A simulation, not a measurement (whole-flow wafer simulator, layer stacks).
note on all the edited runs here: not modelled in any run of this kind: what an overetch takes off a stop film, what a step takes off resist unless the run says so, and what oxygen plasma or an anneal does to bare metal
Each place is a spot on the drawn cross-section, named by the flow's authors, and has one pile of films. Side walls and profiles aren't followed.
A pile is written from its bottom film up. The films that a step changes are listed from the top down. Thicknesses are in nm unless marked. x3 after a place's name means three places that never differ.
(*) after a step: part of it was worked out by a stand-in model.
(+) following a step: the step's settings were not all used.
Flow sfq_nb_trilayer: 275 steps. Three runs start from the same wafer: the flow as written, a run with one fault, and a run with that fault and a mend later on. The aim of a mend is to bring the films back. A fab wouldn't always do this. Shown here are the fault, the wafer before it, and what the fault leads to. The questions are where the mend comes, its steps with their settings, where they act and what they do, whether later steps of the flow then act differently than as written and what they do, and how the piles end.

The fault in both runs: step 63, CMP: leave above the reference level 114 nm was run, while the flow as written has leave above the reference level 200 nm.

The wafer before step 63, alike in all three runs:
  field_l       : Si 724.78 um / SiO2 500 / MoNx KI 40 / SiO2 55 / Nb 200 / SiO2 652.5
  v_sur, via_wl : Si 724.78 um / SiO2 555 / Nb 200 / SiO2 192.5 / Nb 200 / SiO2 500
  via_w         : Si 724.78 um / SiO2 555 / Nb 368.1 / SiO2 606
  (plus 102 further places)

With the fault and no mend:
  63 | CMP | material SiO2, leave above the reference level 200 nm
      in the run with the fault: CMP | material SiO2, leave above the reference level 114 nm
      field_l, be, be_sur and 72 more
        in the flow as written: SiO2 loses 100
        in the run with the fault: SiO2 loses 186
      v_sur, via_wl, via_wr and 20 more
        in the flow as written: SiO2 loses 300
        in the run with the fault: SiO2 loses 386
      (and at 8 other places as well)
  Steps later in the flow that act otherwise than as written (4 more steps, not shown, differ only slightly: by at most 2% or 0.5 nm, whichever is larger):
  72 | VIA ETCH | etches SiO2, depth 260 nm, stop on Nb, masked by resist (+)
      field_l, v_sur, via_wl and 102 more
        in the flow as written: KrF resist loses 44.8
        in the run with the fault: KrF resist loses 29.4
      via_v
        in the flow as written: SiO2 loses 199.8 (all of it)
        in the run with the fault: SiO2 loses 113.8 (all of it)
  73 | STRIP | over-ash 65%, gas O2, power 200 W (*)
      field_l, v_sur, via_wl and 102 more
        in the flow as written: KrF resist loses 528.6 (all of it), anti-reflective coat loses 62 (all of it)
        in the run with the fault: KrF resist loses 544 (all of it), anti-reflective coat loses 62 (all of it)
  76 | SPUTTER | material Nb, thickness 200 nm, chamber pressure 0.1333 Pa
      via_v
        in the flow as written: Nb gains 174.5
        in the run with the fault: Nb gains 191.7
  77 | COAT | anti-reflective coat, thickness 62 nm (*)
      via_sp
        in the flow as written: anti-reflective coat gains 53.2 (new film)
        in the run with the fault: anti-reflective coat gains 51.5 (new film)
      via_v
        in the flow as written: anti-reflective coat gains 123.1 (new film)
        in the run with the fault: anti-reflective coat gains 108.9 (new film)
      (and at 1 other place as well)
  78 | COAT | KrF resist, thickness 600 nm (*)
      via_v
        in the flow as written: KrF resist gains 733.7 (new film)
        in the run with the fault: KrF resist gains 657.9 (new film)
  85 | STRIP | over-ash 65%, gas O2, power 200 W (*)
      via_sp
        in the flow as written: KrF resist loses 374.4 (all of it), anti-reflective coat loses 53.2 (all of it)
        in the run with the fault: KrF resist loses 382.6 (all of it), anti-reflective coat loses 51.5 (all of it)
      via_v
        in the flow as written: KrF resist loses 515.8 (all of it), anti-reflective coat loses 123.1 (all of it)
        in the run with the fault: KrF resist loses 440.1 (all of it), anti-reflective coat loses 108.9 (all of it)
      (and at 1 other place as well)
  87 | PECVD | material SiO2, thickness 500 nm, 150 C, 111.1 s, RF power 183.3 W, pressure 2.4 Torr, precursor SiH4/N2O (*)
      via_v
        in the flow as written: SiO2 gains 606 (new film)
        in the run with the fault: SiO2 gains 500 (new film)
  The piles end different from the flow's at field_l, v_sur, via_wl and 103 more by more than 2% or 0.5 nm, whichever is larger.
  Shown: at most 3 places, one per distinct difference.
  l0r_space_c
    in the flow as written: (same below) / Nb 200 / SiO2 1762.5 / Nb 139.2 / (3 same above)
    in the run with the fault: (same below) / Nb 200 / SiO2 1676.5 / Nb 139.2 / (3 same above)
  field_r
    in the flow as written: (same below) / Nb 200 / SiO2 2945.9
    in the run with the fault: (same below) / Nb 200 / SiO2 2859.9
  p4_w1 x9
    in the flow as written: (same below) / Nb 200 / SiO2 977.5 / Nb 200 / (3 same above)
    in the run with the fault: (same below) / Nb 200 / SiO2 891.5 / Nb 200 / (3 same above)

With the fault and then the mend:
  The mend follows step 64.
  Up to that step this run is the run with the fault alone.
  64a | PECVD | material SiO2, thickness 86 nm, 150 C, 19.11 s, RF power 183.3 W, pressure 2.4 Torr, precursor SiH4/N2O (the flow's step 62, run once more with other settings)
      field_l, v_sur, via_wl and 103 more
        SiO2 gains 86
  None of the later steps of the flow differs from how it acts as written, at any place that is followed, by more than 2% or 0.5 nm, whichever is larger.
  At every place that both follow, the piles at the end match the flow's.
